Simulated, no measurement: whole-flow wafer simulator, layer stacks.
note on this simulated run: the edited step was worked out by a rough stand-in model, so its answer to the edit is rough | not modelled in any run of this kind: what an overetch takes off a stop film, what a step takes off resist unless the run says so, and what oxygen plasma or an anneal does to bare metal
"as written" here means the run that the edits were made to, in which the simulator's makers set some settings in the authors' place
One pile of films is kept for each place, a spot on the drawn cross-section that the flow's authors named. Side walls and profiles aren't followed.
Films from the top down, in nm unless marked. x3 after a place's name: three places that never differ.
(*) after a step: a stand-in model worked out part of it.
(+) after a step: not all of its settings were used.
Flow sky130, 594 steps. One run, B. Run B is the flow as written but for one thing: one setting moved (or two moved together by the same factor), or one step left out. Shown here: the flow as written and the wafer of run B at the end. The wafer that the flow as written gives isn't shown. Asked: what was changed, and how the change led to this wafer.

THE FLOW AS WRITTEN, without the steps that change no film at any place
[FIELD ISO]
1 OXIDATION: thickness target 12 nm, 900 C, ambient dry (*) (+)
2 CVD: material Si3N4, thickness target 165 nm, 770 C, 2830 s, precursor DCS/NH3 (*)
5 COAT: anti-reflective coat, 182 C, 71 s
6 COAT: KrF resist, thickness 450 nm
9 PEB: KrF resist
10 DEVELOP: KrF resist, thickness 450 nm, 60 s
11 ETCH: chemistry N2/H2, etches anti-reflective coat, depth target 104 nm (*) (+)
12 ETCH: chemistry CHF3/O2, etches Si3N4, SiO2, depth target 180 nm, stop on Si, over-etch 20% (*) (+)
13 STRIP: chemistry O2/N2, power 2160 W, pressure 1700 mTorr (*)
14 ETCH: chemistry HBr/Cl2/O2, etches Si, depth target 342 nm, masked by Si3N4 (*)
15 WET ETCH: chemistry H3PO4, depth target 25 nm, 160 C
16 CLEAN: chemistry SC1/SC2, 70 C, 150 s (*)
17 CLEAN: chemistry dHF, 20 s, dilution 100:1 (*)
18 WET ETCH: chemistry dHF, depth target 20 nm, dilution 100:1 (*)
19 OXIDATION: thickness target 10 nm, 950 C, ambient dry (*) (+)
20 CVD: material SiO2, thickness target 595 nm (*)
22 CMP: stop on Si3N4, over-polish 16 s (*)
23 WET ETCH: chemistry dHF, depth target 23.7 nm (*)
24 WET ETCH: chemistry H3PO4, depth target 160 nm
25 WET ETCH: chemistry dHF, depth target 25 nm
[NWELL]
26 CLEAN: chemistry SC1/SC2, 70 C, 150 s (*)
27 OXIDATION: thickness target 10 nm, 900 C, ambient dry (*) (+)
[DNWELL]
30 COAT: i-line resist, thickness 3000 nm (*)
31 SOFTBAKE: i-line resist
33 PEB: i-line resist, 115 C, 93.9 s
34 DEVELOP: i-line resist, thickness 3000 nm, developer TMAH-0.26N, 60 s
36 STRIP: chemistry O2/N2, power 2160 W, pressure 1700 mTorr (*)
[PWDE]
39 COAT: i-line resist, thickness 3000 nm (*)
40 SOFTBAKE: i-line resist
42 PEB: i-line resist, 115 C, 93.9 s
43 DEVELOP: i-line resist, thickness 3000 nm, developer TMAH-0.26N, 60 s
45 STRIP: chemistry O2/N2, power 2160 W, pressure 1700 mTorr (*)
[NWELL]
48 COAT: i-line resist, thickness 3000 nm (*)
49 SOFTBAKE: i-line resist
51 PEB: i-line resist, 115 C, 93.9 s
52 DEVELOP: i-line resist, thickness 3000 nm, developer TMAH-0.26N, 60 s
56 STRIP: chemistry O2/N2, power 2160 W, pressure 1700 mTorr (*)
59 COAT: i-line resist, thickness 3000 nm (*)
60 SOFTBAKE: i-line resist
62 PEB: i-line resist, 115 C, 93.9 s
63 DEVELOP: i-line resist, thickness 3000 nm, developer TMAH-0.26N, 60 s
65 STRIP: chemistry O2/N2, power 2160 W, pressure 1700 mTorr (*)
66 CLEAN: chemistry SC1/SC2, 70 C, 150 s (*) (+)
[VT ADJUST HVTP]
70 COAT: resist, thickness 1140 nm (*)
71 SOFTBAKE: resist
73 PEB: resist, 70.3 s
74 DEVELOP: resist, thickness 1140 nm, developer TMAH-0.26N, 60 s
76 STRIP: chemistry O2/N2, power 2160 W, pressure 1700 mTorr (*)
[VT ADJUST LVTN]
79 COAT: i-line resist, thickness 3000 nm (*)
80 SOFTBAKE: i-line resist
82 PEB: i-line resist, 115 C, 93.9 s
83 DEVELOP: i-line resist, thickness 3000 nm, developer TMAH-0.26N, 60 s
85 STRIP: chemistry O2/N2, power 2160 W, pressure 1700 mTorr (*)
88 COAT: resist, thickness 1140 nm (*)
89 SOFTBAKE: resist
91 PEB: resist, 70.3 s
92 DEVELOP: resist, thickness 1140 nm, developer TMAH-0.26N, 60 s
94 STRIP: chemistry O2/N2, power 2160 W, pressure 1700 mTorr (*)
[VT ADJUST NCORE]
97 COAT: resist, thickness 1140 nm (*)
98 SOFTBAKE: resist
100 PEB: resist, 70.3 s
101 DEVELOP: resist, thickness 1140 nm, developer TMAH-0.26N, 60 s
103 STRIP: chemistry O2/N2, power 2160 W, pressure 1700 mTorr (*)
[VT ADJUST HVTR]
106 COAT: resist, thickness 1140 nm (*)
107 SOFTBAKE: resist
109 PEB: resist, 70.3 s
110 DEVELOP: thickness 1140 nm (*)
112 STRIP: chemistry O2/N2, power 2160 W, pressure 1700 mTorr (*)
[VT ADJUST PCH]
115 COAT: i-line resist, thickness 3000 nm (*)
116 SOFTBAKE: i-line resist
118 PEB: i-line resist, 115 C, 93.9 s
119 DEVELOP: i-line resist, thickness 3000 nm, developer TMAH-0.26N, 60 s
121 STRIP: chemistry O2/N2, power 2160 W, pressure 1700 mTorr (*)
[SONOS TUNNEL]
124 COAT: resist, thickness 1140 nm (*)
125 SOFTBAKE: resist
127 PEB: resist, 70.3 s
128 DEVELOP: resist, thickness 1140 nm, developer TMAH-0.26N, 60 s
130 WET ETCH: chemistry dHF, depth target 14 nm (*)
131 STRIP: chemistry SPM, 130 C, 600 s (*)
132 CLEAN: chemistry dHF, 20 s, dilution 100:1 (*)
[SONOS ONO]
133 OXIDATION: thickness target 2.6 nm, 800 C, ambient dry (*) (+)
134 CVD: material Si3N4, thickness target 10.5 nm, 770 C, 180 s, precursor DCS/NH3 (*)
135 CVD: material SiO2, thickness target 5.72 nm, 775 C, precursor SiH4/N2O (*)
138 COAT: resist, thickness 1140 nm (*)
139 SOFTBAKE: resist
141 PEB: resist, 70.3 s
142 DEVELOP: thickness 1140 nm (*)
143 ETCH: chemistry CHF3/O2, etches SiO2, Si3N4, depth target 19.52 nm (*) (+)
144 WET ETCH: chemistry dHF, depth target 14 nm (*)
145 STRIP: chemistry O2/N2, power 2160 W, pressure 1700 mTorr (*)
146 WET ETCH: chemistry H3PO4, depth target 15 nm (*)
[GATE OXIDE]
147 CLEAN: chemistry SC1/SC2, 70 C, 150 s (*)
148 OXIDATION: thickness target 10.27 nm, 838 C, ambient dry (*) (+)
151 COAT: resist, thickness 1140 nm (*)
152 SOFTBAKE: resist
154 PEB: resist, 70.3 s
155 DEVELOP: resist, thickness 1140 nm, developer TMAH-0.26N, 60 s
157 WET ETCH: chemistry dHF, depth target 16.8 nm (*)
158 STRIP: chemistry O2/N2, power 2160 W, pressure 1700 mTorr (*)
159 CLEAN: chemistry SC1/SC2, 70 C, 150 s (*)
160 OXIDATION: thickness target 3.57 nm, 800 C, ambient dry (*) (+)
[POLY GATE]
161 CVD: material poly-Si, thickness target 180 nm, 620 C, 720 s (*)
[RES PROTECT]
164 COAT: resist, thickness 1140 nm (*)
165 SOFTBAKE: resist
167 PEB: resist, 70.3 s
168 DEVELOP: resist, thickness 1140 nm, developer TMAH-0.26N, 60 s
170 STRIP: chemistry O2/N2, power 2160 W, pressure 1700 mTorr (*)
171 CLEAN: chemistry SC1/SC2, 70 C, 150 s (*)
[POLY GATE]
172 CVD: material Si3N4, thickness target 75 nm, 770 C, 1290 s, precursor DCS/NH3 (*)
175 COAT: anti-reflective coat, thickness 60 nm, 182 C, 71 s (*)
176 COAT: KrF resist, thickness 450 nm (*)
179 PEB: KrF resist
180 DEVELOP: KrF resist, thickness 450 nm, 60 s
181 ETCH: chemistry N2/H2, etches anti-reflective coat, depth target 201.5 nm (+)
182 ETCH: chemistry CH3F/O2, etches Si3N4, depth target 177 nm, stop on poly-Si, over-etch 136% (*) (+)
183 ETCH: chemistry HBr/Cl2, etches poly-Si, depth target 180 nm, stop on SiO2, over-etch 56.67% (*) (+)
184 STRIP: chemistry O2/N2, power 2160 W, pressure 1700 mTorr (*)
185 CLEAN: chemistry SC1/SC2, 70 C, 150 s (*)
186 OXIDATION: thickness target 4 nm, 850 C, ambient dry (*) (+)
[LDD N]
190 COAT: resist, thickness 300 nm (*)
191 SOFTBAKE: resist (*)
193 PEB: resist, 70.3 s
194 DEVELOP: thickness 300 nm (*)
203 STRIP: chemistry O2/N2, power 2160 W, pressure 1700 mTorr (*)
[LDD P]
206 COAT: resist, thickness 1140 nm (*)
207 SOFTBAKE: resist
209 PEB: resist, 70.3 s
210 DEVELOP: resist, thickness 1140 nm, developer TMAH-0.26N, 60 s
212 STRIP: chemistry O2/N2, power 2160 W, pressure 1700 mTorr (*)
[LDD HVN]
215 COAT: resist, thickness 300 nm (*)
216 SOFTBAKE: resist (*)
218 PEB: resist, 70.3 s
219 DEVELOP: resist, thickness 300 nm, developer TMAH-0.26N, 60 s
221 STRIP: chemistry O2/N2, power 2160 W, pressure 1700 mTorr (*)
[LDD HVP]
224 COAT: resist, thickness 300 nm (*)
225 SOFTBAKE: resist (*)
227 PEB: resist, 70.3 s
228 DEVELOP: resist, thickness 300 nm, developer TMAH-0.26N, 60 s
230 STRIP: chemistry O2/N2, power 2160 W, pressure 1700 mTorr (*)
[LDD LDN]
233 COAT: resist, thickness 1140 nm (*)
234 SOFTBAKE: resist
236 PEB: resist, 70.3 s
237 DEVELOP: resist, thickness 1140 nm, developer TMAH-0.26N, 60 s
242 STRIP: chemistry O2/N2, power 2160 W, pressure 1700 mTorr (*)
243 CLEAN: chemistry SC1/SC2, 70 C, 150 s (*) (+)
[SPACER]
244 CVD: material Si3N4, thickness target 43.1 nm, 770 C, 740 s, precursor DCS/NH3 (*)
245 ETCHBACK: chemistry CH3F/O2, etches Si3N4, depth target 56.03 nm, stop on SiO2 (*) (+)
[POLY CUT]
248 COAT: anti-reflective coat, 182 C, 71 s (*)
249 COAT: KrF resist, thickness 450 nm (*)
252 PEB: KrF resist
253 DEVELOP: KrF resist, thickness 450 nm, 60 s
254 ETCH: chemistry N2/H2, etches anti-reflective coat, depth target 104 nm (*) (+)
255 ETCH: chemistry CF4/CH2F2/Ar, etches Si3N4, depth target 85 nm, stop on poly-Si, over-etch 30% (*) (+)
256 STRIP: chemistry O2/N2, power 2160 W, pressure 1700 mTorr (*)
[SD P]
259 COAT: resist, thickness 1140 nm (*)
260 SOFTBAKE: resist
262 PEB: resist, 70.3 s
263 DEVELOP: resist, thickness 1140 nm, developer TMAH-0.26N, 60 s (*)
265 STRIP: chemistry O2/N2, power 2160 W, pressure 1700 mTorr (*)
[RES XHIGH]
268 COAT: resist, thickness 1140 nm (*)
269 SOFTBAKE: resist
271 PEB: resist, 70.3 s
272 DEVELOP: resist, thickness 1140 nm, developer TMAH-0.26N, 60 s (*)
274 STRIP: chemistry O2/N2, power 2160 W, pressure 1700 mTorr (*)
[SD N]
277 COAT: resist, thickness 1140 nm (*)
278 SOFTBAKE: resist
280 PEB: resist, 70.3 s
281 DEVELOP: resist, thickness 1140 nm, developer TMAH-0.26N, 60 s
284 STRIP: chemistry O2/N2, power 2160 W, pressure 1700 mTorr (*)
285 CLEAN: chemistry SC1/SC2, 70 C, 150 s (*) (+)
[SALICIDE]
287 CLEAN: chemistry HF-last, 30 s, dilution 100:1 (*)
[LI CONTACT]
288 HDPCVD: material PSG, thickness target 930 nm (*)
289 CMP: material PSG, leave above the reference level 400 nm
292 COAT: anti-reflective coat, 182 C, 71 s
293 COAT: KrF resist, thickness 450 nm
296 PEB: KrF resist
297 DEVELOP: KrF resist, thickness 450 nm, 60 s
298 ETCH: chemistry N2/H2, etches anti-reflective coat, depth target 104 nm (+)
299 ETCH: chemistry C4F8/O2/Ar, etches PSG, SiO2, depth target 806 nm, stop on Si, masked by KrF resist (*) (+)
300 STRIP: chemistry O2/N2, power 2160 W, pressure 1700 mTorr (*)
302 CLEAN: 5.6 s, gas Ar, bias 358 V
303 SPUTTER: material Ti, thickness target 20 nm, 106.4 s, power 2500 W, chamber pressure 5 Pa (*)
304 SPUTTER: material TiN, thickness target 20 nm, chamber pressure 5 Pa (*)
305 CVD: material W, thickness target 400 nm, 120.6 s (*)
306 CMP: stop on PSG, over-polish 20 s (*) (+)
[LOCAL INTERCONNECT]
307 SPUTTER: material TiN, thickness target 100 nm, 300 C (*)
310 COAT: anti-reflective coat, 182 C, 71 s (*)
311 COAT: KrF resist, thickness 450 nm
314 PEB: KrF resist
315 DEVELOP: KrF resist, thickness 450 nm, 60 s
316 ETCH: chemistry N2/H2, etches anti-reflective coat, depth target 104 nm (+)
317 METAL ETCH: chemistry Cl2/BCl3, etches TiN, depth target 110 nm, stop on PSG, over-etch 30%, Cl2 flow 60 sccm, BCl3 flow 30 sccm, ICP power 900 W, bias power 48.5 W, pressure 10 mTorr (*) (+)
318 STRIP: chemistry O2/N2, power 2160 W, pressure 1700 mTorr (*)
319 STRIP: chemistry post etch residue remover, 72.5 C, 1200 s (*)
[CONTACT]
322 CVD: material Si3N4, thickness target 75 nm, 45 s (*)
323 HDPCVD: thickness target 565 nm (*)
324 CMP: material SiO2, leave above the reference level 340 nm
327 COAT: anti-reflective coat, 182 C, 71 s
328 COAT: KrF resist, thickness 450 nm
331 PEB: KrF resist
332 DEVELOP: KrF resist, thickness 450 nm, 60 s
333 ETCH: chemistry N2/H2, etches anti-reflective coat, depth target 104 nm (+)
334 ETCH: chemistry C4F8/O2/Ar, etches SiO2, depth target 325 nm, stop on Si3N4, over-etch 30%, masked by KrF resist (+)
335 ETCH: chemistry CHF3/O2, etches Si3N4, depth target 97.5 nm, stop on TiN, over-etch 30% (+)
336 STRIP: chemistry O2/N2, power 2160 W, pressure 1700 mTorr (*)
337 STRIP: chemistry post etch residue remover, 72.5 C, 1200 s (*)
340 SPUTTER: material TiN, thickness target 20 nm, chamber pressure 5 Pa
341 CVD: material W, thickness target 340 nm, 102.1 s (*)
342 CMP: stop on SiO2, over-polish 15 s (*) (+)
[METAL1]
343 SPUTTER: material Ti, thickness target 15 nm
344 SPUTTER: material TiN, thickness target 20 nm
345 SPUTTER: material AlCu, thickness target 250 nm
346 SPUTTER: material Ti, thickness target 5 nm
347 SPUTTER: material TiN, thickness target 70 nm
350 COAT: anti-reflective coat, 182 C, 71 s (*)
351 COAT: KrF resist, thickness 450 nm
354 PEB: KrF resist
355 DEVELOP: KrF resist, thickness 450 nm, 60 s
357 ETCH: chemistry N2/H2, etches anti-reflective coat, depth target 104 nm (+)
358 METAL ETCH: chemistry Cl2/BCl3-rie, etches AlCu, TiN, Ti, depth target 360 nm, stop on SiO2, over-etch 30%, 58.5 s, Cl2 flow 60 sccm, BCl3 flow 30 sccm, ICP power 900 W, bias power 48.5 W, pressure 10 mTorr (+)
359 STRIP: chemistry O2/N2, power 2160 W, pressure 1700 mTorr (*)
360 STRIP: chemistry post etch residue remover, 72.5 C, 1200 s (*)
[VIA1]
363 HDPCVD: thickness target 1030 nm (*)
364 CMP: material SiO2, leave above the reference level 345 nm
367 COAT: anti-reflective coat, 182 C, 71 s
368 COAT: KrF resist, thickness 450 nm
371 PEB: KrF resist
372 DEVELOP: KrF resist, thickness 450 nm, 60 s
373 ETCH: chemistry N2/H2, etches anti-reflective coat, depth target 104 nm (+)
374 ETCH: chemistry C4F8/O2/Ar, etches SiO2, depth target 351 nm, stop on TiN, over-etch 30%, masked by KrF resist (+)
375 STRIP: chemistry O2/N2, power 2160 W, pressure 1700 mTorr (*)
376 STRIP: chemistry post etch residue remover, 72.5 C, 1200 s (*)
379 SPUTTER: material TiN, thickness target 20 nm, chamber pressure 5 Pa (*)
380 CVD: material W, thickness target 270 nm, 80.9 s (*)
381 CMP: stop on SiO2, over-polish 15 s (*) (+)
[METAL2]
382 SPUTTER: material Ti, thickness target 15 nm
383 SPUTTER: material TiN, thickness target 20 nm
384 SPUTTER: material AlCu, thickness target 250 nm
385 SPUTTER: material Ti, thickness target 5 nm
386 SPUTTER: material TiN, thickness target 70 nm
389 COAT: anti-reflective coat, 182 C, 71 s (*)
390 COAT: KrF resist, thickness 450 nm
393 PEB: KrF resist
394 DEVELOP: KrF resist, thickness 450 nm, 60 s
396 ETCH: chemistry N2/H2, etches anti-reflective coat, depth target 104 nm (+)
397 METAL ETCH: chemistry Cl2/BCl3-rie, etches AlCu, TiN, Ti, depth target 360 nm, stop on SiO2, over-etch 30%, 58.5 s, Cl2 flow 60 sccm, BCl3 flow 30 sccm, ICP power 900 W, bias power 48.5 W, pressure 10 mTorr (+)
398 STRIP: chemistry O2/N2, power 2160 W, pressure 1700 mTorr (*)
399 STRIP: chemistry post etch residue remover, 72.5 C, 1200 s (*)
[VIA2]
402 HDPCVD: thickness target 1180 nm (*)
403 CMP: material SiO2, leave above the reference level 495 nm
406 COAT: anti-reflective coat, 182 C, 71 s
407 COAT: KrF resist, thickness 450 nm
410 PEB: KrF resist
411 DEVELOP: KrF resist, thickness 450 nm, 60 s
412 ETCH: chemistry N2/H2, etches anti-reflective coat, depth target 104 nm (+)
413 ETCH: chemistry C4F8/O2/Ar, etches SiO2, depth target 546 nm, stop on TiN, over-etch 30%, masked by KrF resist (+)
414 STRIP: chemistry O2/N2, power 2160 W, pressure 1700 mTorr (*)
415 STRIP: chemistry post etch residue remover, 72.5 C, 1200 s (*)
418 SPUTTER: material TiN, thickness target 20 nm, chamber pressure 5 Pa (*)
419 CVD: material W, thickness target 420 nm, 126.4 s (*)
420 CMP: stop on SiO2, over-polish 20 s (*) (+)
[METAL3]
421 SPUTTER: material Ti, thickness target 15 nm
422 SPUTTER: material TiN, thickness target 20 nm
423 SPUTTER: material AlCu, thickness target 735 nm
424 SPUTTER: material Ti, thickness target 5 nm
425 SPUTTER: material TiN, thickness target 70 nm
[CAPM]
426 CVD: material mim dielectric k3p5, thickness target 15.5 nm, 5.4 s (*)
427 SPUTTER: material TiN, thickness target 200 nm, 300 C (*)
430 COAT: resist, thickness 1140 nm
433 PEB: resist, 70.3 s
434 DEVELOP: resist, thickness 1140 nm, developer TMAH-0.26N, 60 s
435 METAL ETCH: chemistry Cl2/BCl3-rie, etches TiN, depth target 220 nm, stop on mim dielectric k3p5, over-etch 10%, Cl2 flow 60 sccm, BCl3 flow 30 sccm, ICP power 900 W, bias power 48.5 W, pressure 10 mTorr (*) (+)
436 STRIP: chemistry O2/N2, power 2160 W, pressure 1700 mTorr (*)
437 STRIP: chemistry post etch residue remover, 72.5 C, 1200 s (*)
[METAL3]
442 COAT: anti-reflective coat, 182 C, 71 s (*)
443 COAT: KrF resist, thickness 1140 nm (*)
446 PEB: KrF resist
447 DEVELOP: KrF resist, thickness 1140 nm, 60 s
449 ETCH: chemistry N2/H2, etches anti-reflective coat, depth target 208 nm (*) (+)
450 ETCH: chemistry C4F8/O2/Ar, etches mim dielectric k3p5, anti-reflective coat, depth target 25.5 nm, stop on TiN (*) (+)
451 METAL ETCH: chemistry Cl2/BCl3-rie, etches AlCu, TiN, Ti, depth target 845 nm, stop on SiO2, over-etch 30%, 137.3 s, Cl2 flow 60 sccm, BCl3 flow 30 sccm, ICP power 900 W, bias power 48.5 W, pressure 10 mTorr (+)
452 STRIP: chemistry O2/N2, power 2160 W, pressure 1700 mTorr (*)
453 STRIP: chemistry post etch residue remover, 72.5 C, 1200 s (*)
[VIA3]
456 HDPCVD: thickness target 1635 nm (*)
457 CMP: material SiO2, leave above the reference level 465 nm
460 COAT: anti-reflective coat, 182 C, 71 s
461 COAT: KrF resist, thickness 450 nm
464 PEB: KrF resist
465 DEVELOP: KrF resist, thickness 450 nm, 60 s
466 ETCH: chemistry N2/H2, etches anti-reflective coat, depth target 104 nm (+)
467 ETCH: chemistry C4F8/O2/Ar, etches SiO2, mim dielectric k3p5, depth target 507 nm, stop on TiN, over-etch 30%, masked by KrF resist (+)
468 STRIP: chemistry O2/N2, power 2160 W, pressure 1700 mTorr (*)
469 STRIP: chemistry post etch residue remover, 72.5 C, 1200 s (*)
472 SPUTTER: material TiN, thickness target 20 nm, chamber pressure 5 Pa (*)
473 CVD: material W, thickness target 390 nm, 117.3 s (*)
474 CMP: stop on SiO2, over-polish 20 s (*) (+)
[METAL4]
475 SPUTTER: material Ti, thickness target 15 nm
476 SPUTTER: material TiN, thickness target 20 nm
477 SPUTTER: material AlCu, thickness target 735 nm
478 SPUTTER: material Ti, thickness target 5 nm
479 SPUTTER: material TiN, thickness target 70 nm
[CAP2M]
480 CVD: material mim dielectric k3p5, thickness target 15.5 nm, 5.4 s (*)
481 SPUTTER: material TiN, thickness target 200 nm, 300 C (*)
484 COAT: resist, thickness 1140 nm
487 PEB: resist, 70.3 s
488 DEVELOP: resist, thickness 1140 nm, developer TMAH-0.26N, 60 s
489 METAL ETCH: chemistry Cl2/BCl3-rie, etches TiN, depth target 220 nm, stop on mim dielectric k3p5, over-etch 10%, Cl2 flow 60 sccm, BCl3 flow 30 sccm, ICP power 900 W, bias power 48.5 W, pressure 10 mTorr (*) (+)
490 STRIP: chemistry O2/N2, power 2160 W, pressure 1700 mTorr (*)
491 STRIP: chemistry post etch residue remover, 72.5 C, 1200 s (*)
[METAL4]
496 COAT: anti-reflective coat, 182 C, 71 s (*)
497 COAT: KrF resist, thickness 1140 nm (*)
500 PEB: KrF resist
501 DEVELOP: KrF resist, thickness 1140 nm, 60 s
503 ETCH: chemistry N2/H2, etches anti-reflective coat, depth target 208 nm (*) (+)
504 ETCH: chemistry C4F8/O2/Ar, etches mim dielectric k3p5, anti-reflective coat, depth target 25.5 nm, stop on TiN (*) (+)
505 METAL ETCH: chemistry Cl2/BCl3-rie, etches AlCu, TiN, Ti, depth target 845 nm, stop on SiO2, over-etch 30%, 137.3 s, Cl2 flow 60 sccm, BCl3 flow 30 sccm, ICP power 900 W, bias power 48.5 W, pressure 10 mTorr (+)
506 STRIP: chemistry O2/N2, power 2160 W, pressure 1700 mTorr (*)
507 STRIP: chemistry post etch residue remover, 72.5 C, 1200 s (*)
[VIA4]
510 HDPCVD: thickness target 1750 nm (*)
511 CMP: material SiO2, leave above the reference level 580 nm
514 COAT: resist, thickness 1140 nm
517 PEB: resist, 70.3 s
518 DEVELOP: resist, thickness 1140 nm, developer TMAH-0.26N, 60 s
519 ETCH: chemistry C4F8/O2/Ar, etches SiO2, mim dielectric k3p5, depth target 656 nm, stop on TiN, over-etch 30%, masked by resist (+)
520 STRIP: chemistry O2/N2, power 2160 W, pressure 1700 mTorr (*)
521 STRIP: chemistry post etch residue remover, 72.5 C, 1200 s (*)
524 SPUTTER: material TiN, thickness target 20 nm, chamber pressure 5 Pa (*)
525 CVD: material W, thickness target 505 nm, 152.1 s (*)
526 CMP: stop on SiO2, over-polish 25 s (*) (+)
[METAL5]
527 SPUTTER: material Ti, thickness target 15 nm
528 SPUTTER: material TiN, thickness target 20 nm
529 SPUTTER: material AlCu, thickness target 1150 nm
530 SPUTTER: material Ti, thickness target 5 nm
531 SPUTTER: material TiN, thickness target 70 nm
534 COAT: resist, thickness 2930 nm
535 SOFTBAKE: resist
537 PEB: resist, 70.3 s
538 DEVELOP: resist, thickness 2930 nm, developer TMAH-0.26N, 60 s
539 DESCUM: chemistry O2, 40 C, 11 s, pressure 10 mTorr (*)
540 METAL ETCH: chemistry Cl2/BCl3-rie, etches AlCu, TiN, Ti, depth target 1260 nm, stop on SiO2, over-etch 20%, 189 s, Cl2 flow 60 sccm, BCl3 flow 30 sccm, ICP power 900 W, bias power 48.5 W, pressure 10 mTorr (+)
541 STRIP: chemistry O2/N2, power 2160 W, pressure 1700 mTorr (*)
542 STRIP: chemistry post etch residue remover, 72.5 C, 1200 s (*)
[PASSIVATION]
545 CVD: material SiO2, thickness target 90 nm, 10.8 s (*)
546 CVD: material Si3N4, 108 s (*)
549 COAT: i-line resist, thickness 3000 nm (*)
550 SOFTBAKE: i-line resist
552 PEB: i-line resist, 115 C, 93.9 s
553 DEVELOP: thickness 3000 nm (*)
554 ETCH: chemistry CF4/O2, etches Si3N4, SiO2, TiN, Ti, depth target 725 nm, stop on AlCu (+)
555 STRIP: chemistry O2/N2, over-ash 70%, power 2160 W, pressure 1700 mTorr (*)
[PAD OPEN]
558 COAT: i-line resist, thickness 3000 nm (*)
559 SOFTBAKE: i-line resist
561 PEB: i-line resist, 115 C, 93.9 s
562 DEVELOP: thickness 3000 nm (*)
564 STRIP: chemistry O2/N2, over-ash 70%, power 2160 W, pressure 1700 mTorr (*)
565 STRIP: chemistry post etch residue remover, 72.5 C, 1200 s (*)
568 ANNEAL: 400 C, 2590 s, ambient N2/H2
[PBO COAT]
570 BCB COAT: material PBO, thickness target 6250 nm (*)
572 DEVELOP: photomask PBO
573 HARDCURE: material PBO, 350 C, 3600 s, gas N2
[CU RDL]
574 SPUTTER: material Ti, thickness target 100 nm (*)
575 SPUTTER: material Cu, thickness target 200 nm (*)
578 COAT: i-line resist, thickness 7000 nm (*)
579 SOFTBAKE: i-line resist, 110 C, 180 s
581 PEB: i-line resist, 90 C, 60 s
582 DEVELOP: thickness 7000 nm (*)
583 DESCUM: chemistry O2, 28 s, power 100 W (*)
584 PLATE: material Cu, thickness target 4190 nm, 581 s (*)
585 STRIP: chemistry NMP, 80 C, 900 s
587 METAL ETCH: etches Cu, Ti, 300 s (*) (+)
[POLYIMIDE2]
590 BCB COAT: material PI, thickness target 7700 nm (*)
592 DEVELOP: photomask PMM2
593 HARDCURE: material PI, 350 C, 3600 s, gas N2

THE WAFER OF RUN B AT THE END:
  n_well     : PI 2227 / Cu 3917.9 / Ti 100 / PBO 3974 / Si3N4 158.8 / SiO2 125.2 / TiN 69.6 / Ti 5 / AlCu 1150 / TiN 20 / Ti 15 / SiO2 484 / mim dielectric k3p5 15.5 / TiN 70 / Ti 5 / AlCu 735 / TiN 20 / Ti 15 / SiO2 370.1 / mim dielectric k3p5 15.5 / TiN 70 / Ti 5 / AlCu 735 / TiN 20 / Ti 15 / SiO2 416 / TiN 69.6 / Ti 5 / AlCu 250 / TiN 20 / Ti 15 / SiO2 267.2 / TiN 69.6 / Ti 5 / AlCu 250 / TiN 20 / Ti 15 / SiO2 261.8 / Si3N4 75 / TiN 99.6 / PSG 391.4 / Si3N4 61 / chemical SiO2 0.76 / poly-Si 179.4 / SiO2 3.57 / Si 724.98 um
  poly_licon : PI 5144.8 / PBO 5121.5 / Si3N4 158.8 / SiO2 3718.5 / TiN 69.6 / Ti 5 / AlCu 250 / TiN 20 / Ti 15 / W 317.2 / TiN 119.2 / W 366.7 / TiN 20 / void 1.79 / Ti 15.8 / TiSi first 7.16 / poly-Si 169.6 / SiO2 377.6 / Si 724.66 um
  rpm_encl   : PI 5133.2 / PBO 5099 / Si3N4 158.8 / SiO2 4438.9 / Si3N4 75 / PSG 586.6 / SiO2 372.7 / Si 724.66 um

The cause: step 575, SPUTTER: thickness target 118 nm was run, where the flow has thickness target 200 nm.

How the change led to this, step by step:
  575 SPUTTER: material Cu, thickness target 200 nm (*)
      field, active, n_well and 190 more: Cu +118 (new film) (as written it would be: Cu +200 (new film))
  587 METAL ETCH: etches Cu, Ti, 300 s (*) (+)
      field, active, gate and 167 more: Cu -118 (all of it), Ti -100 (all of it) (as written it would be: Cu -200 (all of it), Ti -100 (all of it))
  590 BCB COAT: material PI, thickness target 7700 nm (*)
      n_well, p_well, sd_n, sd_p: PI +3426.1 (new film) (as written it would be: PI +3344.1 (new film))
      mim: PI +3748.8 (new film) (as written it would be: PI +3670.5 (new film))
      (and at 5 more places)
  593 HARDCURE: material PI, 350 C, 3600 s, gas N2
      n_well, p_well, sd_n, sd_p: PI -1199.1 (as written it would be: PI -1170.4)
